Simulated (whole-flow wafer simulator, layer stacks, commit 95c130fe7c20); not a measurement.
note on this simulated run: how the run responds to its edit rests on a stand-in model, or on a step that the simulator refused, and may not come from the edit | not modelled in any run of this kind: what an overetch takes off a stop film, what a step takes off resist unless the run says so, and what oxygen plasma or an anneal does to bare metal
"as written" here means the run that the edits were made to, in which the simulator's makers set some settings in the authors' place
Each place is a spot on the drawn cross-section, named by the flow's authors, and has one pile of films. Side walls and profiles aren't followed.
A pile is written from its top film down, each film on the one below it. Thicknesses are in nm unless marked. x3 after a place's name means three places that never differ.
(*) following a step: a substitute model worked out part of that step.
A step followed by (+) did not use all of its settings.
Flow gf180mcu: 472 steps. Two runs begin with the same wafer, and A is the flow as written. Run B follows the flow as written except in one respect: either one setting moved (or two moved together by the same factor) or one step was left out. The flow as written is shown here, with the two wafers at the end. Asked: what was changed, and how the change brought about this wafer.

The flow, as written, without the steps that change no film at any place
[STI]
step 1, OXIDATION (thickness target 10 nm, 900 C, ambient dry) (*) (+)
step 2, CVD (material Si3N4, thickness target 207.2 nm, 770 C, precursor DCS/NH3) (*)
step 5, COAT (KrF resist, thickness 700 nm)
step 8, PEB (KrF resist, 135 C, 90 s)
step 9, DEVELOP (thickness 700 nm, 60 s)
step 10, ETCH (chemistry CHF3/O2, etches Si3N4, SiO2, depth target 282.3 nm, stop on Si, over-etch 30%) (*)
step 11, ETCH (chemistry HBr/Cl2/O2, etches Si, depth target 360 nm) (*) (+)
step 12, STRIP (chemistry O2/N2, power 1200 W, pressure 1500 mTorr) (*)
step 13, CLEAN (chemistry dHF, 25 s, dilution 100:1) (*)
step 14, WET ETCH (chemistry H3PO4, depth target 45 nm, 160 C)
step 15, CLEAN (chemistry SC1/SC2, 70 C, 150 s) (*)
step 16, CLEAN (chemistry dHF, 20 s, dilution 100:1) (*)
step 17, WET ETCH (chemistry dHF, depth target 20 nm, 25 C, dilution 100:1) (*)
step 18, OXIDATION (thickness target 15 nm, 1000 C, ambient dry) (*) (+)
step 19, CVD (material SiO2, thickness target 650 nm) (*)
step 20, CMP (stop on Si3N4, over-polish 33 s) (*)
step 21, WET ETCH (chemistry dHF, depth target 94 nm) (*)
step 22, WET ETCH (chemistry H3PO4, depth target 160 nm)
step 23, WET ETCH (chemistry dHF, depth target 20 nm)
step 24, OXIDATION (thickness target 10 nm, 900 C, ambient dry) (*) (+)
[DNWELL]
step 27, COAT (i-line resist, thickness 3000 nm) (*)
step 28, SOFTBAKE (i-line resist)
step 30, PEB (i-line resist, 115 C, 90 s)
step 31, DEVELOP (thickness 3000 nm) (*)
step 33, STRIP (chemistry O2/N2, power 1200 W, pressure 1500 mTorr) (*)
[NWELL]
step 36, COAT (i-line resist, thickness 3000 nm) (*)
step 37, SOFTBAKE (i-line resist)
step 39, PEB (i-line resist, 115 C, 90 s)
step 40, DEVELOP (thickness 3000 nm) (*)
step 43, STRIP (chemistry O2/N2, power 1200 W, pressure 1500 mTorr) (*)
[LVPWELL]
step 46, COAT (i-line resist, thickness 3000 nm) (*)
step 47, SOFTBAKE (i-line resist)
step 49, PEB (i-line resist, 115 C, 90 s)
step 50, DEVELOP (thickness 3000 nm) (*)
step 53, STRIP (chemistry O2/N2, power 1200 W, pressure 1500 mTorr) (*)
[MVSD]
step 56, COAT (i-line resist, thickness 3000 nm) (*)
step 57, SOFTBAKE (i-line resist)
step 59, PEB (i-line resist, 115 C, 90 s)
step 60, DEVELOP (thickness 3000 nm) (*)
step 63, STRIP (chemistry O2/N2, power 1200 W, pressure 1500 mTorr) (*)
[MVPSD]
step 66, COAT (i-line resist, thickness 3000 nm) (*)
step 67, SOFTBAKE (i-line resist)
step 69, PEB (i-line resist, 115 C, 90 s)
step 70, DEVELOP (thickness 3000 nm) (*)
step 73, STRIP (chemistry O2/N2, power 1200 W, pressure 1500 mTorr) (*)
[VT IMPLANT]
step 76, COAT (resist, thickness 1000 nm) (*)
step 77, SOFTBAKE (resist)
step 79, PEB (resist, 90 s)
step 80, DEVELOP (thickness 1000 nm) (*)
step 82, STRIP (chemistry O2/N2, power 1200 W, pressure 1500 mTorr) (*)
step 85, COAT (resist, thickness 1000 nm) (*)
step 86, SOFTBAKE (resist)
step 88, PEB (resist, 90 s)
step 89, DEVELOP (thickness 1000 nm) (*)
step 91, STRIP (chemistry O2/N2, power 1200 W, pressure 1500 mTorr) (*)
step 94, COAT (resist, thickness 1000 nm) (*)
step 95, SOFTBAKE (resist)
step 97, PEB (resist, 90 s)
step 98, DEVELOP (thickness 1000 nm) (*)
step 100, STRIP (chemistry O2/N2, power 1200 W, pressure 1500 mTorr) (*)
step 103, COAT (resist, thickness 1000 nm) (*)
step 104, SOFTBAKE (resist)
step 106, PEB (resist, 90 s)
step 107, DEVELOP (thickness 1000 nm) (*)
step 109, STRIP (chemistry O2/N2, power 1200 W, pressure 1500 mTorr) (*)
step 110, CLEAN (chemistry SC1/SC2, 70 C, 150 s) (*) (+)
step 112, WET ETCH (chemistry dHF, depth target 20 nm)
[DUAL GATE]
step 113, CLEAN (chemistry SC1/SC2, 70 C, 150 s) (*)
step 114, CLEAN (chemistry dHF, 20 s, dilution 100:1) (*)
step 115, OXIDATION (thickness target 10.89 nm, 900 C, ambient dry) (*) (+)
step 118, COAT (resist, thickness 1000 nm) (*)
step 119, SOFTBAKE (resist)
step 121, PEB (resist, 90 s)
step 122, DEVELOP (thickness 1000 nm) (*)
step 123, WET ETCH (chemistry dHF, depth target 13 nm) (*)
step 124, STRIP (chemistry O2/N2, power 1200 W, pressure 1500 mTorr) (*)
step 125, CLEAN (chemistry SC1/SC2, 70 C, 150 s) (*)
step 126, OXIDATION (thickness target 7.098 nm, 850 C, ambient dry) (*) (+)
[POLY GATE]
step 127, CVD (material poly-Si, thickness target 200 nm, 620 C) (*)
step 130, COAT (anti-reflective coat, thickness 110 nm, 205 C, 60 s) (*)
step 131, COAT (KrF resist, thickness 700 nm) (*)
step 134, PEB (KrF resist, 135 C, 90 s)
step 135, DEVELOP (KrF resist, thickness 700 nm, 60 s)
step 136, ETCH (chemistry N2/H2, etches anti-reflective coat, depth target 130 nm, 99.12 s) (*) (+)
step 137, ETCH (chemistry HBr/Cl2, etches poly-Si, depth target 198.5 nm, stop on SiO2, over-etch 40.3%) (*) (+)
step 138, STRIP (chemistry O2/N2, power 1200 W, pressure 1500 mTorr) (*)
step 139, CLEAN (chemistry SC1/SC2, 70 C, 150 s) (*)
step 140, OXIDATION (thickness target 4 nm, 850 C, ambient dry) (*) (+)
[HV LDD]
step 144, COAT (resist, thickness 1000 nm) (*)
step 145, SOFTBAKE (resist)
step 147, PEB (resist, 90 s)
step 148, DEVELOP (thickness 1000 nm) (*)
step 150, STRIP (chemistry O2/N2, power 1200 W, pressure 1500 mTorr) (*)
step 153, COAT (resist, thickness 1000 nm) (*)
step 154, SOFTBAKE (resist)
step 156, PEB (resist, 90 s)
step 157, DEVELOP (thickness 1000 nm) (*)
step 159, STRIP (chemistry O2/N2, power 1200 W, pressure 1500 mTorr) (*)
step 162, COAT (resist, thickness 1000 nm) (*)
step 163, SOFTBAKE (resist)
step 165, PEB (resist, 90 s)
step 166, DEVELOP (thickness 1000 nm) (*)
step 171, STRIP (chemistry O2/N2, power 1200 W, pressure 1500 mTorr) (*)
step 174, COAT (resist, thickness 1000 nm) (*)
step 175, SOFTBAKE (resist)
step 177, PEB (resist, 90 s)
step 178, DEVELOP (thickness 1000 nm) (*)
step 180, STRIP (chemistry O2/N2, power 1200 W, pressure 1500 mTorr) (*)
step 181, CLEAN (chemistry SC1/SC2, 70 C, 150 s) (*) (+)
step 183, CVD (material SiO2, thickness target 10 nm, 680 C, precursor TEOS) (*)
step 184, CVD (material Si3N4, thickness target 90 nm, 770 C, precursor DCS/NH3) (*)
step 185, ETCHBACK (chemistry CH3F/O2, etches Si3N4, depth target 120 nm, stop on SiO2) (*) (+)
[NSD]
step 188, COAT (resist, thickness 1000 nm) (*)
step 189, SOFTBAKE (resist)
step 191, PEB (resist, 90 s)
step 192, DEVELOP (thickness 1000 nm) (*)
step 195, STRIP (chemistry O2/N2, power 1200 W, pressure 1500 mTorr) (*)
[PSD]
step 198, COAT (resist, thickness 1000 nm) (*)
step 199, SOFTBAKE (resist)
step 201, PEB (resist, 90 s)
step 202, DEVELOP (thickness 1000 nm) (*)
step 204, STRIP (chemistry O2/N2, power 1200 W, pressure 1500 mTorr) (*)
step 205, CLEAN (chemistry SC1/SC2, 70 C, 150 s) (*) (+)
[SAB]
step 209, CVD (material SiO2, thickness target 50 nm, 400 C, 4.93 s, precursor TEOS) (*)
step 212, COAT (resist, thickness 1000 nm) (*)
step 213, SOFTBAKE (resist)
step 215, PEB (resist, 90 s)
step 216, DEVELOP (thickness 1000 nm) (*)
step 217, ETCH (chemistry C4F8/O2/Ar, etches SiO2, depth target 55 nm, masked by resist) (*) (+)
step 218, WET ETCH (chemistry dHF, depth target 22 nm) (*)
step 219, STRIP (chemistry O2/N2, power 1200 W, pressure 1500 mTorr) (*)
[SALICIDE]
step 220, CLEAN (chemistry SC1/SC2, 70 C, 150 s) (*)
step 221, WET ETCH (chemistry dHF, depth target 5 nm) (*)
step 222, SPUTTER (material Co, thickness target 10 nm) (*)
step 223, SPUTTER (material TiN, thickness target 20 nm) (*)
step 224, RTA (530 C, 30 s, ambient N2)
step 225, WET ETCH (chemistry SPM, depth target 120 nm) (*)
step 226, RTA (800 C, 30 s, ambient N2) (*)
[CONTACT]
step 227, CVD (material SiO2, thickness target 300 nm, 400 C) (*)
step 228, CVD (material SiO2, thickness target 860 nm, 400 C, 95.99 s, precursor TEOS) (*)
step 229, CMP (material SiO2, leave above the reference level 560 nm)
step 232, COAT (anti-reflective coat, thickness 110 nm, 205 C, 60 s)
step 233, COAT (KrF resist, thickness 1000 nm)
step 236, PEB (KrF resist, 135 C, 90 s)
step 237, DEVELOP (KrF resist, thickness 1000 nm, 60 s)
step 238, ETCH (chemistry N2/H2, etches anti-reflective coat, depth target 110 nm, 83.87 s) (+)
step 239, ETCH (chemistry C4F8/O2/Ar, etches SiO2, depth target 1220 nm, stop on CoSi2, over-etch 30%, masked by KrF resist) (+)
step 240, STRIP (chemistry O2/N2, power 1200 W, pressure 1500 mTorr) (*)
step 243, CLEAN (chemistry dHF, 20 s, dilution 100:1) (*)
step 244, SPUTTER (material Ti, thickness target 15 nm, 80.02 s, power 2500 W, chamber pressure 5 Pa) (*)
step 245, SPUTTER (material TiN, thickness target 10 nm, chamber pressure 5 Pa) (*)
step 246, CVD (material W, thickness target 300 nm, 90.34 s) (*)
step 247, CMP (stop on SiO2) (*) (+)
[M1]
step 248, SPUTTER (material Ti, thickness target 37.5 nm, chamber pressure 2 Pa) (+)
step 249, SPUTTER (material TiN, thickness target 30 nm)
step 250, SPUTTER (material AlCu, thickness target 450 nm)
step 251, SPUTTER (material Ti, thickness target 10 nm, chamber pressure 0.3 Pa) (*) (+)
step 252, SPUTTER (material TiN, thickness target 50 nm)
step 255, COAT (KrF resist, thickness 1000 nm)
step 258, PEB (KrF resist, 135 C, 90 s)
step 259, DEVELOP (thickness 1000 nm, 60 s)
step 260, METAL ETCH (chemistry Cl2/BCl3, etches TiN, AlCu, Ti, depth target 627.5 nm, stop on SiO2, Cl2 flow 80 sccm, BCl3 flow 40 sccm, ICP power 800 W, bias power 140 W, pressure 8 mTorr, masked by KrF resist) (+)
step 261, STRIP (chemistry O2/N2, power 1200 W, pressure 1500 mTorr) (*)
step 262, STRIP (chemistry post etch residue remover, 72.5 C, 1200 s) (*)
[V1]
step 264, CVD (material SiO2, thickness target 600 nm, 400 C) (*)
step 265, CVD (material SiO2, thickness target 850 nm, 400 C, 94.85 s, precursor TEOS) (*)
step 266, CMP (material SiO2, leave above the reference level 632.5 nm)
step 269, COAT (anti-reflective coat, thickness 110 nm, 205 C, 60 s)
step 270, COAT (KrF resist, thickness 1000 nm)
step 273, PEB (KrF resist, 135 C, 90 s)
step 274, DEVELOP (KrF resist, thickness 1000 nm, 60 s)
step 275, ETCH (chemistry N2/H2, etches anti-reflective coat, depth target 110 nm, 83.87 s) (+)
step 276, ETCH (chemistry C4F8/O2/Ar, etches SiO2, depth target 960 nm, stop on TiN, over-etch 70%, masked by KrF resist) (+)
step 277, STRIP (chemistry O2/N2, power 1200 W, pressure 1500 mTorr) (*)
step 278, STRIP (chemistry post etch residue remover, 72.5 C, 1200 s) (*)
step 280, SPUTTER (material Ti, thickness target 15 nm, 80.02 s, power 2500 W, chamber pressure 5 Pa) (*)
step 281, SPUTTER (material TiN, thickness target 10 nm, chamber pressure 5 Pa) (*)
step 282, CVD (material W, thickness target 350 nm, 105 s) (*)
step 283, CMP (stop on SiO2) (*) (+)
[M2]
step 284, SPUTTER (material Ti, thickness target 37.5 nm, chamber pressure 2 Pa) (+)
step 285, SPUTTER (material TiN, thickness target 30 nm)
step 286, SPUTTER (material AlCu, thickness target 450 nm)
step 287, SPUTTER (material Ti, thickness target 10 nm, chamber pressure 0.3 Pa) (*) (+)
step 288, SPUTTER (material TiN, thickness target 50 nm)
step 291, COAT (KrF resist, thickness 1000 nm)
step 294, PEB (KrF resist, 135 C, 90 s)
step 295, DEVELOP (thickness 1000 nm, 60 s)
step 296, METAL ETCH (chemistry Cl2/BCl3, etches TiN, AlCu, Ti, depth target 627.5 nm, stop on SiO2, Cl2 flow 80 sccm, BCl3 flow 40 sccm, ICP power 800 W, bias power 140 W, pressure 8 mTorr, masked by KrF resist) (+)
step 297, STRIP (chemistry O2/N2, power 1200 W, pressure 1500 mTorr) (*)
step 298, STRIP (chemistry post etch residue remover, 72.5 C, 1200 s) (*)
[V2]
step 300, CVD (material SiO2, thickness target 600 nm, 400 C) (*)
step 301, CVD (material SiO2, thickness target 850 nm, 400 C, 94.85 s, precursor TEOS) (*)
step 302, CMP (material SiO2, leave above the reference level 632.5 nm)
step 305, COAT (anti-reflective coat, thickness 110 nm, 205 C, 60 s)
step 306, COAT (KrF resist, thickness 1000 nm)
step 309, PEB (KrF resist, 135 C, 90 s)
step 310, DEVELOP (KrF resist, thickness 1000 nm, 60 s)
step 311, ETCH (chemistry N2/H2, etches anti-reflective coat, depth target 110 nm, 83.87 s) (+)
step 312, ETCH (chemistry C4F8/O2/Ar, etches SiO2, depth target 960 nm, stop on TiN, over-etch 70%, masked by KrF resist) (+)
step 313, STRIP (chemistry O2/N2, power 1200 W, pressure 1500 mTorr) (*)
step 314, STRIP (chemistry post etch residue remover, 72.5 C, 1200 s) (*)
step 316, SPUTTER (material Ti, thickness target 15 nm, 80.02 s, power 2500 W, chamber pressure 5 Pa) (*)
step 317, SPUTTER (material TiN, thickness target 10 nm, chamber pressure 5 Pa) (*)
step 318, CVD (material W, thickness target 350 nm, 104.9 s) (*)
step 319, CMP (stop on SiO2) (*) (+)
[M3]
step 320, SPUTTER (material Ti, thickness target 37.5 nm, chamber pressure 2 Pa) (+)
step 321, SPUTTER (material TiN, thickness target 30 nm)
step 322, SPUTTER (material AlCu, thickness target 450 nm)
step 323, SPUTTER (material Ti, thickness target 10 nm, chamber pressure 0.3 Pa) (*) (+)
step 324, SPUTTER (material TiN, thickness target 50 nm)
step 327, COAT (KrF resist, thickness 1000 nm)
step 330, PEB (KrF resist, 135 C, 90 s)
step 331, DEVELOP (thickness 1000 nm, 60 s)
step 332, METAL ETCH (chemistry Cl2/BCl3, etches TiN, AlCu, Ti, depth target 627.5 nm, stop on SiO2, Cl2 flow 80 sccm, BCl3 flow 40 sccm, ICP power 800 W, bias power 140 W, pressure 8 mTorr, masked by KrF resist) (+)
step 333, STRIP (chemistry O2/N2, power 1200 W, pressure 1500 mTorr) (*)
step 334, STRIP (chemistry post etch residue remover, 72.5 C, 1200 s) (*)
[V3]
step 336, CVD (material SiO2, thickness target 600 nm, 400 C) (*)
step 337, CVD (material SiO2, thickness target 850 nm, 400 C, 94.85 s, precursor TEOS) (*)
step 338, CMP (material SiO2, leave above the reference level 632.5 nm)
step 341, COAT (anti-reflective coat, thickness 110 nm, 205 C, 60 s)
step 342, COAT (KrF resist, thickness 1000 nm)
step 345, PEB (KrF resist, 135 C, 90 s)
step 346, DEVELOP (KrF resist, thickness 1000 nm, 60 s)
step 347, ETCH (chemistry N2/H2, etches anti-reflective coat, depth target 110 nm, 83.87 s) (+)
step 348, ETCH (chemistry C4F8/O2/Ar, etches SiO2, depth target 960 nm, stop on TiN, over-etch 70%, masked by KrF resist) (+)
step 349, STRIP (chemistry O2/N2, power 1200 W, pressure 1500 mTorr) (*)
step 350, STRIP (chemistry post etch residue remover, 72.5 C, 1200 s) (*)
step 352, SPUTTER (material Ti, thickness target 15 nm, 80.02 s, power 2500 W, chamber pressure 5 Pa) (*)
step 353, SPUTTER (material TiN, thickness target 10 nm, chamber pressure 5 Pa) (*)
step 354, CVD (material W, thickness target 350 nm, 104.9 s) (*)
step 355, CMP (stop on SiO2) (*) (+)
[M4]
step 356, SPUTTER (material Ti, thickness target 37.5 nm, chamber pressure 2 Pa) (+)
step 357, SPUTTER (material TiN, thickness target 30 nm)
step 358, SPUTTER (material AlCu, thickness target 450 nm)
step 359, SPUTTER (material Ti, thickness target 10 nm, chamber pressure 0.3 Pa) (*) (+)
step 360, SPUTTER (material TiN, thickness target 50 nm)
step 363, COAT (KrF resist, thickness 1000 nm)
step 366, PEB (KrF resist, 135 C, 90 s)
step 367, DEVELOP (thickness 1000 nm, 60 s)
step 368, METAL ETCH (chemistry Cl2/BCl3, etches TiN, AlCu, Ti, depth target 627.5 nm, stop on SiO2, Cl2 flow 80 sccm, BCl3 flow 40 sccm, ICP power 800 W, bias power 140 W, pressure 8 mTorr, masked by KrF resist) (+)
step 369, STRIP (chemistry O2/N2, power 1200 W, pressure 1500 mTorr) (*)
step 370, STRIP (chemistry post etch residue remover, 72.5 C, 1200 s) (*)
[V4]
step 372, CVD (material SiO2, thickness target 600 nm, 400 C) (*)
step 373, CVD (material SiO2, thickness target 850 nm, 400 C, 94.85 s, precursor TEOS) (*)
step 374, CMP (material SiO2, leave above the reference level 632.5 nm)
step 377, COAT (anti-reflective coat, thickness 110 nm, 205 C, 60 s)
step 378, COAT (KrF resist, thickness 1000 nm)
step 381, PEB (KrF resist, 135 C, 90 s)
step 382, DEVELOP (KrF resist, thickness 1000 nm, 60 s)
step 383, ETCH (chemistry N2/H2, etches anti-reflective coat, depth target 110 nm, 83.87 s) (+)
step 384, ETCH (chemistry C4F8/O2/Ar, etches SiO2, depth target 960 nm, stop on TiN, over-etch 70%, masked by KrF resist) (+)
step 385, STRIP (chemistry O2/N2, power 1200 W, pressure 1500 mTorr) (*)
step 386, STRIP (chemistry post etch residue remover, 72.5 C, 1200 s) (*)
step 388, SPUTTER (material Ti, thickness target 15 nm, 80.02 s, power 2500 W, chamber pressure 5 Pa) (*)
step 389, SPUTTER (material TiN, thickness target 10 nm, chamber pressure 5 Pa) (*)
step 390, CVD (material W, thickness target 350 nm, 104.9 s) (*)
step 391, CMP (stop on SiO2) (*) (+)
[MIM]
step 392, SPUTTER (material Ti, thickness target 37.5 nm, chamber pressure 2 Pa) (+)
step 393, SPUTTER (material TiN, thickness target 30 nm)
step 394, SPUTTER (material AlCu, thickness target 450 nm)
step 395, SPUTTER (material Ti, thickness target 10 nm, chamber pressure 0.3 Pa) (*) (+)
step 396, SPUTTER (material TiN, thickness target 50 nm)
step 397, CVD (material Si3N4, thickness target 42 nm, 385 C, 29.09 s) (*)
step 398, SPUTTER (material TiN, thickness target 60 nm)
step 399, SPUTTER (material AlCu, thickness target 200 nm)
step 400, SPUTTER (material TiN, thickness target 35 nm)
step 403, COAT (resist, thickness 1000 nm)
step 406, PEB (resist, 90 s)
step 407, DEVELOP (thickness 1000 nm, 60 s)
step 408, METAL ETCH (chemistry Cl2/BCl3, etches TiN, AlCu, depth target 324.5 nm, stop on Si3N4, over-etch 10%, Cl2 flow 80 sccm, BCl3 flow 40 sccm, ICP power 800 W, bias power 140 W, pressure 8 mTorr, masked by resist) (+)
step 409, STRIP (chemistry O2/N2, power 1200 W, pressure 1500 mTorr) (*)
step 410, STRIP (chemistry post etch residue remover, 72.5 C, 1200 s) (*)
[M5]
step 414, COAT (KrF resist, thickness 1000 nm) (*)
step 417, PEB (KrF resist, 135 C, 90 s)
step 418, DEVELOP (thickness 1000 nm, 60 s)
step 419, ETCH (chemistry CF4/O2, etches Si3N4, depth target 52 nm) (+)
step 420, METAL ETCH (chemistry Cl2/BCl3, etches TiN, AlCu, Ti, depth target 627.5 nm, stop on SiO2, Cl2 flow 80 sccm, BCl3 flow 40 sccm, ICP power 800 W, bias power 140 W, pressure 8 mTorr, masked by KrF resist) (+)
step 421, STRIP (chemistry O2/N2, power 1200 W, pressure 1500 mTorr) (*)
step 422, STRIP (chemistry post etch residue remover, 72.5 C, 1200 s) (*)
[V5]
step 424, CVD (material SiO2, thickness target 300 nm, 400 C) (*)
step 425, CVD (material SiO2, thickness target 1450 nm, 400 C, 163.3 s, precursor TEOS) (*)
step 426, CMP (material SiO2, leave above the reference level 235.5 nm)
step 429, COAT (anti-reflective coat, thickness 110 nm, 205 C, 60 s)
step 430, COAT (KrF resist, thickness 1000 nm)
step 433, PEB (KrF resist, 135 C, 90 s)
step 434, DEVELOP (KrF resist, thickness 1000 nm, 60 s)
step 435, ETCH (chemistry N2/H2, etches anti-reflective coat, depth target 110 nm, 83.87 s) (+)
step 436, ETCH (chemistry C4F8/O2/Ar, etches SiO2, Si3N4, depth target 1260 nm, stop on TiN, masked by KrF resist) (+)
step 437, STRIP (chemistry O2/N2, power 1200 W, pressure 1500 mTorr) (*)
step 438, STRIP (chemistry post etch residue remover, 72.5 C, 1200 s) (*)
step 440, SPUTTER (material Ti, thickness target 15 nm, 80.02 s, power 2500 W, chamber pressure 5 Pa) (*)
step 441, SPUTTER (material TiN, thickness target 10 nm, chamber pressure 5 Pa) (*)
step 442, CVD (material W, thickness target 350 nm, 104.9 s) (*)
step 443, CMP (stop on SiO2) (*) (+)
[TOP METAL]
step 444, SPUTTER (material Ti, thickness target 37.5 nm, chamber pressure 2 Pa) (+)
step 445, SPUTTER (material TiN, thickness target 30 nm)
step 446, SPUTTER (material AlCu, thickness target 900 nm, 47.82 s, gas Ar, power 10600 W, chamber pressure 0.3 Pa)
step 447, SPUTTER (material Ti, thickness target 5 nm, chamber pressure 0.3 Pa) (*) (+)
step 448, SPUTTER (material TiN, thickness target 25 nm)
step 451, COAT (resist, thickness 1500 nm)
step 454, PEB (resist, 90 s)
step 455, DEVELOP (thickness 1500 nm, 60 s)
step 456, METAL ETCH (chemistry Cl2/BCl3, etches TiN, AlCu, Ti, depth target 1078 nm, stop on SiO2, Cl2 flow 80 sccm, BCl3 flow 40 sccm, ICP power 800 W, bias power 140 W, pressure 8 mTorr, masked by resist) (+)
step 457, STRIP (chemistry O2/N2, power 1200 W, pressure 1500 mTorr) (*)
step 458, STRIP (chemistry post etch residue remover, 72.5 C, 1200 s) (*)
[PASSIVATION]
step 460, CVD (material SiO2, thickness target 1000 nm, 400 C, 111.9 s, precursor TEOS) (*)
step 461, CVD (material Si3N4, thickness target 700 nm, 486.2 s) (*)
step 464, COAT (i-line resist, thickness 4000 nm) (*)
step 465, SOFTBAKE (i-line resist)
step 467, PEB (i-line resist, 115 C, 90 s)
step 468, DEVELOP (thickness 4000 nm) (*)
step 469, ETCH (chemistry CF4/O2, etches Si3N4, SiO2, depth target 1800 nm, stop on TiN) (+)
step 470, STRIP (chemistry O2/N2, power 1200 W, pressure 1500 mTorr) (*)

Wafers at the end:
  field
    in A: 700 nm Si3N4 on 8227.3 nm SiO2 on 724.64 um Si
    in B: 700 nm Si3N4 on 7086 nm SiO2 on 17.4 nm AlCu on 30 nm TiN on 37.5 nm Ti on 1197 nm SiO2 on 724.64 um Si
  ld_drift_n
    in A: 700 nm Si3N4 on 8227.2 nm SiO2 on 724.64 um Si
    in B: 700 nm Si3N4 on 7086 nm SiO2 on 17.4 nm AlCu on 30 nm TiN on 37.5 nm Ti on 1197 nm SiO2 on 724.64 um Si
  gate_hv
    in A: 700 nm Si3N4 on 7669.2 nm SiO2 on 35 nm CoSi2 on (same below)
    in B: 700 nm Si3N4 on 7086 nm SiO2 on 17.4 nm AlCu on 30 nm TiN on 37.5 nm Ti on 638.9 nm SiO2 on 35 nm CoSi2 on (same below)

Cause: step 250, SPUTTER: thickness target 590.6 nm was run, while the flow as written has thickness target 450 nm.

The path from the change to this, step by step:
  step 250, SPUTTER (material AlCu, thickness target 450 nm)
      field, field__w1, field__w2 and 108 more: A +450 AlCu (new film) | B +590.6 AlCu (new film)
  step 260, METAL ETCH (chemistry Cl2/BCl3, etches TiN, AlCu, Ti, depth target 627.5 nm, stop on SiO2, Cl2 flow 80 sccm, BCl3 flow 40 sccm, ICP power 800 W, bias power 140 W, pressure 8 mTorr, masked by KrF resist) (+)
      field, field__w1, field__w2 and 99 more: A -50 TiN (all of it), -10 Ti (all of it), -450 AlCu (all of it), -30 TiN (all of it), -37.5 Ti (all of it) | B -50 TiN (all of it), -10 Ti (all of it), -567.5 AlCu
  step 262, STRIP (chemistry post etch residue remover, 72.5 C, 1200 s) (*)
      field, field__w1, field__w2 and 99 more: A nothing | B -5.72 AlCu
  step 264, CVD (material SiO2, thickness target 600 nm, 400 C) (*)
      field, field__w1, field__w2 and 99 more: A +600 SiO2 | B +600 SiO2 (new film)
  step 266, CMP (material SiO2, leave above the reference level 632.5 nm)
      field, field__w1, field__w2 and 99 more: A -300 SiO2 | B -244.3 SiO2
If metal films that touch count as one body, field has 1 body; the flow as written gives 0 bodies.
If metal films that touch count as one body, ld_drift_n has 1 body; the flow as written gives 0 bodies.
If metal films that touch count as one body, gate_hv has 2 bodies (between them, from the top down: SiO2 638.9); the flow as written gives 1 body.
